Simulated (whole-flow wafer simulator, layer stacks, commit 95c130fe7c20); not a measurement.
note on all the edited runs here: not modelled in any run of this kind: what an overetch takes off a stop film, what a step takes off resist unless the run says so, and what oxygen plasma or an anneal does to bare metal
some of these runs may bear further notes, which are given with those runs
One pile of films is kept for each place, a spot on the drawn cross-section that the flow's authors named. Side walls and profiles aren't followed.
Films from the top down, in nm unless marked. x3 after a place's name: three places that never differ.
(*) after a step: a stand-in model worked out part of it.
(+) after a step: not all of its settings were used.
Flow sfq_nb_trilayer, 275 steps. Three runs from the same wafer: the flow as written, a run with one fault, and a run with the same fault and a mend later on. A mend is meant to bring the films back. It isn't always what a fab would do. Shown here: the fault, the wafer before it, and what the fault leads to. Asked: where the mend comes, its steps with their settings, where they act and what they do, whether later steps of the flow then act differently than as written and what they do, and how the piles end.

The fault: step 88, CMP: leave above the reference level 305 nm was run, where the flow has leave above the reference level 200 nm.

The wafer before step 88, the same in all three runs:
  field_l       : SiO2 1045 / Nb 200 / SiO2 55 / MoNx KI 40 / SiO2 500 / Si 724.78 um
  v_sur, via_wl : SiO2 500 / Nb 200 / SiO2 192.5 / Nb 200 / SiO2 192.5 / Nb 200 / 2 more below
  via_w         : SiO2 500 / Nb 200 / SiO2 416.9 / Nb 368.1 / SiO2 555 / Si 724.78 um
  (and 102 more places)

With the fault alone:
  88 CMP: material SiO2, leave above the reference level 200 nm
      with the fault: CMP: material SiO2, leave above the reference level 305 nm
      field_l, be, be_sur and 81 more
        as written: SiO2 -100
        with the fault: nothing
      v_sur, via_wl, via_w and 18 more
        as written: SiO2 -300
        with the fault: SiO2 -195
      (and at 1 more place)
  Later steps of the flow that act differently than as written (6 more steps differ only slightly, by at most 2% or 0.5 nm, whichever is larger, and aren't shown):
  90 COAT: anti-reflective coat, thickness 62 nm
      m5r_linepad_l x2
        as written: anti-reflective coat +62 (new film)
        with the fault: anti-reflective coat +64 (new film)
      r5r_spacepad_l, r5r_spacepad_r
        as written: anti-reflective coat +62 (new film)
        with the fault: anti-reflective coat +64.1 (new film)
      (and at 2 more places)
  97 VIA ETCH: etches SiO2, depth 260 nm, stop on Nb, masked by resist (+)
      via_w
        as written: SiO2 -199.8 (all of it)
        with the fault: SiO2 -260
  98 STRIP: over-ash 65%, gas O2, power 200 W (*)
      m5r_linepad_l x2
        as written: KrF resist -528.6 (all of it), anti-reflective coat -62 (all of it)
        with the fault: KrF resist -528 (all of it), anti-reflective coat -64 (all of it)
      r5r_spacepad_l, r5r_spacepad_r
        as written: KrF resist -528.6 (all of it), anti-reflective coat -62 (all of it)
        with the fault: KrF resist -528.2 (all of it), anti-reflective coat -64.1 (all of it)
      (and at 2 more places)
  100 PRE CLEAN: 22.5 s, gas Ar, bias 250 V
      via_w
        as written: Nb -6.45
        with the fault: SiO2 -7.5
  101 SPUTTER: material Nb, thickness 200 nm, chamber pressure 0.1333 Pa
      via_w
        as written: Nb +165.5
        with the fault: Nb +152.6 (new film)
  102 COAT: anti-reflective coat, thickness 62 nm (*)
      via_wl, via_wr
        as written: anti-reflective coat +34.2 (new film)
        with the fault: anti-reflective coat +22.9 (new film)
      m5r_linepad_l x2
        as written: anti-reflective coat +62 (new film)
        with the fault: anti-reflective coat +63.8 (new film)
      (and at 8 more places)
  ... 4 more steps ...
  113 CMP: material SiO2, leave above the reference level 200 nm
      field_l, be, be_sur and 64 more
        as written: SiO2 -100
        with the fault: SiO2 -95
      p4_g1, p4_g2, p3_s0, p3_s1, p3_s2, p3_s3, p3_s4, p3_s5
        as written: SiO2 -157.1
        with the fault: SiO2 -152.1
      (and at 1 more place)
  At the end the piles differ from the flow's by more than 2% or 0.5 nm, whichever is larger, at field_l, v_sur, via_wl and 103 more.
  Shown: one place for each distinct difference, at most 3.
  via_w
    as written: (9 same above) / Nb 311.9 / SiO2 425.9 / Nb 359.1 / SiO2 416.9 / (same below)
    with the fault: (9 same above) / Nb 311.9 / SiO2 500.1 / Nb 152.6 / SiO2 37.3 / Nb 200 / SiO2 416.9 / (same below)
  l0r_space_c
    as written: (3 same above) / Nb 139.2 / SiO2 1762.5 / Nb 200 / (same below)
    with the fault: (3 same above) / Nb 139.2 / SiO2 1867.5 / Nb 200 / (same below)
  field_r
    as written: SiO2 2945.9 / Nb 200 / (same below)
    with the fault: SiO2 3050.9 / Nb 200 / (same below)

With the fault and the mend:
  The mend comes after step 89.
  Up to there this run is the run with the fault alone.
  89a CMP: material SiO2, leave above the reference level 200 nm (the flow's step 88 once more)
      field_l, be, be_sur and 81 more
        SiO2 -100
      v_sur, via_wl, via_w and 19 more
        SiO2 -105
  No later step of the flow acts differently than as written at any place that is followed.
  At the end the piles are the same as the flow's at every place that both follow.
